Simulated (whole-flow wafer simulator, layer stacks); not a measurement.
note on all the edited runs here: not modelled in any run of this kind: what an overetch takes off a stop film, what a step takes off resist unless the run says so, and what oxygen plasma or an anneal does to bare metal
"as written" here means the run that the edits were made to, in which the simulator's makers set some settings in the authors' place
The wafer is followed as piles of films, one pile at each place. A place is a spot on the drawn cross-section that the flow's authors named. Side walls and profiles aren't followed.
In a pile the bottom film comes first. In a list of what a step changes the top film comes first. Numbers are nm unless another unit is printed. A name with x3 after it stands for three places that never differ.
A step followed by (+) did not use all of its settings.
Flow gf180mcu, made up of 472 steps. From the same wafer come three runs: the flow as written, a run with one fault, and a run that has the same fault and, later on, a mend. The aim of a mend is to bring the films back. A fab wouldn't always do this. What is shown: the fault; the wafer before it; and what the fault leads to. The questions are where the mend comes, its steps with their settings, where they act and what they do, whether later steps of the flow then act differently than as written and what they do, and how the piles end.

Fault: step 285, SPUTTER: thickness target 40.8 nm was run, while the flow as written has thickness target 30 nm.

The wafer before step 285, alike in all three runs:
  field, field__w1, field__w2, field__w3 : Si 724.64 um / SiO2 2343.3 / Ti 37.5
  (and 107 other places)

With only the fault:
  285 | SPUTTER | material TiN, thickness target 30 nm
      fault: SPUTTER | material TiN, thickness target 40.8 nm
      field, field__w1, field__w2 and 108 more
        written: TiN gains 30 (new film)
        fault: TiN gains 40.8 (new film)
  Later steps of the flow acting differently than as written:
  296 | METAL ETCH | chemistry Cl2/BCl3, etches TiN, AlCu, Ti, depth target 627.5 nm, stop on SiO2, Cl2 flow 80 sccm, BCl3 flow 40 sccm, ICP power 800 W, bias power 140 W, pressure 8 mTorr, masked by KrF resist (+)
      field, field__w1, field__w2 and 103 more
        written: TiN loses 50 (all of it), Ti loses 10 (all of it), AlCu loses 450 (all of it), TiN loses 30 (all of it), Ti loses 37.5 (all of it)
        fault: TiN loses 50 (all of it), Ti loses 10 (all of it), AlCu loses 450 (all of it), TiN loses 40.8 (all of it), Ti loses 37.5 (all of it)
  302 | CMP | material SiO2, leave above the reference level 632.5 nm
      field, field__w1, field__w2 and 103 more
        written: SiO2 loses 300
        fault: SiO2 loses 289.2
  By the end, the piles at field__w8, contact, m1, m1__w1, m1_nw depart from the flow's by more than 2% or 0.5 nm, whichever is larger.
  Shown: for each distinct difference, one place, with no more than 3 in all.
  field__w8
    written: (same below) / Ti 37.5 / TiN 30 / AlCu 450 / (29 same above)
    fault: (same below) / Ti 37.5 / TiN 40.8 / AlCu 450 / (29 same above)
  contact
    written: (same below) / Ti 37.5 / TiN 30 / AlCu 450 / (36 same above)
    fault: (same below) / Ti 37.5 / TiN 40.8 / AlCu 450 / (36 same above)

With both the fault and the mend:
  The mend follows step 285.
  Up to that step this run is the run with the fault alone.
  285a | METAL ETCH | chemistry Cl2/BCl3, etches TiN, AlCu, Ti, depth target 10.8 nm, Cl2 flow 80 sccm, BCl3 flow 40 sccm, ICP power 800 W, bias power 140 W, pressure 8 mTorr (the flow's step 260 again, with other settings)
      field, field__w1, field__w2 and 108 more
        TiN loses 10.8
  Later steps of the flow that are run all act as written at every place that is followed.
  At every place that both follow, the piles at the end match the flow's.
